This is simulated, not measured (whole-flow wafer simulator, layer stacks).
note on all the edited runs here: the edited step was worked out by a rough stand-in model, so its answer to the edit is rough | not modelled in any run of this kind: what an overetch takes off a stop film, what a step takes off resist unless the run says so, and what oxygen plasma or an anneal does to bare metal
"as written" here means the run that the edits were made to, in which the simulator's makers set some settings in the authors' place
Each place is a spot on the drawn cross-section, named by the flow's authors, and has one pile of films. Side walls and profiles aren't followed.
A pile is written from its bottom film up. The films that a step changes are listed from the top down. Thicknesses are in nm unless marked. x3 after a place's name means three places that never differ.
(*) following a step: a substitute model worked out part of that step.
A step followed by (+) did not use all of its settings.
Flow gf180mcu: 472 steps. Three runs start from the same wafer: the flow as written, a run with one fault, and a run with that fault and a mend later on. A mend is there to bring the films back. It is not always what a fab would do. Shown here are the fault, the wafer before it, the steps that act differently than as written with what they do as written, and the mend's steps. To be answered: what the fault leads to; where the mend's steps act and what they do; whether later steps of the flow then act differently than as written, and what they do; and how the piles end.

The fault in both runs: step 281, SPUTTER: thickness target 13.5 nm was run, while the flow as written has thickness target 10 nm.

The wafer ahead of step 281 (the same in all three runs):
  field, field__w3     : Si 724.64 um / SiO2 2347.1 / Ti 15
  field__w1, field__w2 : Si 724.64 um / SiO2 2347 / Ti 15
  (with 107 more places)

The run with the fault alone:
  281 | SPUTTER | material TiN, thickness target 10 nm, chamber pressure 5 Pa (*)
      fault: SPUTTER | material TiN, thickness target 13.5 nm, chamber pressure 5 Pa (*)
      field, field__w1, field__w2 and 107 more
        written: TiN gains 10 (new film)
        fault: TiN gains 13.5 (new film)
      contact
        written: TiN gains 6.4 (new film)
        fault: TiN gains 8.64 (new film)
  Steps later in the flow that act otherwise than as written (1 other step is not shown; it differs only slightly, by no more than 2% or 0.5 nm, whichever is larger):
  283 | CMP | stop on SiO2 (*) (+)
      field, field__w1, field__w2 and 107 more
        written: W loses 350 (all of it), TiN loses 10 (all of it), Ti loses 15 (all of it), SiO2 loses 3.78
        fault: W loses 350 (all of it), TiN loses 13.5 (all of it), Ti loses 15 (all of it), SiO2 loses 3.82
  The piles end different from the flow's at contact by more than 2% or 0.5 nm, whichever is larger.
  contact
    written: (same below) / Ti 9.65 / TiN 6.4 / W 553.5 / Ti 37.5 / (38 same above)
    fault: (same below) / Ti 9.65 / TiN 8.64 / W 551.2 / Ti 37.5 / (38 same above)

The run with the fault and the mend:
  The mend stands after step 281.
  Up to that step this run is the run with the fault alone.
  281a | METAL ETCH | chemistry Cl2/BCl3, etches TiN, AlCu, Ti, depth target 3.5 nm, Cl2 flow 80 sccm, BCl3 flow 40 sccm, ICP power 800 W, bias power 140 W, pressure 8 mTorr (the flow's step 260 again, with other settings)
      field, field__w1, field__w2 and 108 more
        TiN loses 3.5
  Every later step of the flow that is run acts as written, at every place that is followed, to within 2% or 0.5 nm, whichever is larger.
  The piles end different from the flow's at contact by more than 2% or 0.5 nm, whichever is larger.
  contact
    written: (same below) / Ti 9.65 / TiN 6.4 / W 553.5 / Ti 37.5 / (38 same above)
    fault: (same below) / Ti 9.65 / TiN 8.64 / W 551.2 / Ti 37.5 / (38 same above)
    mend: (same below) / Ti 9.65 / TiN 5.14 / W 554.8 / Ti 37.5 / (38 same above)
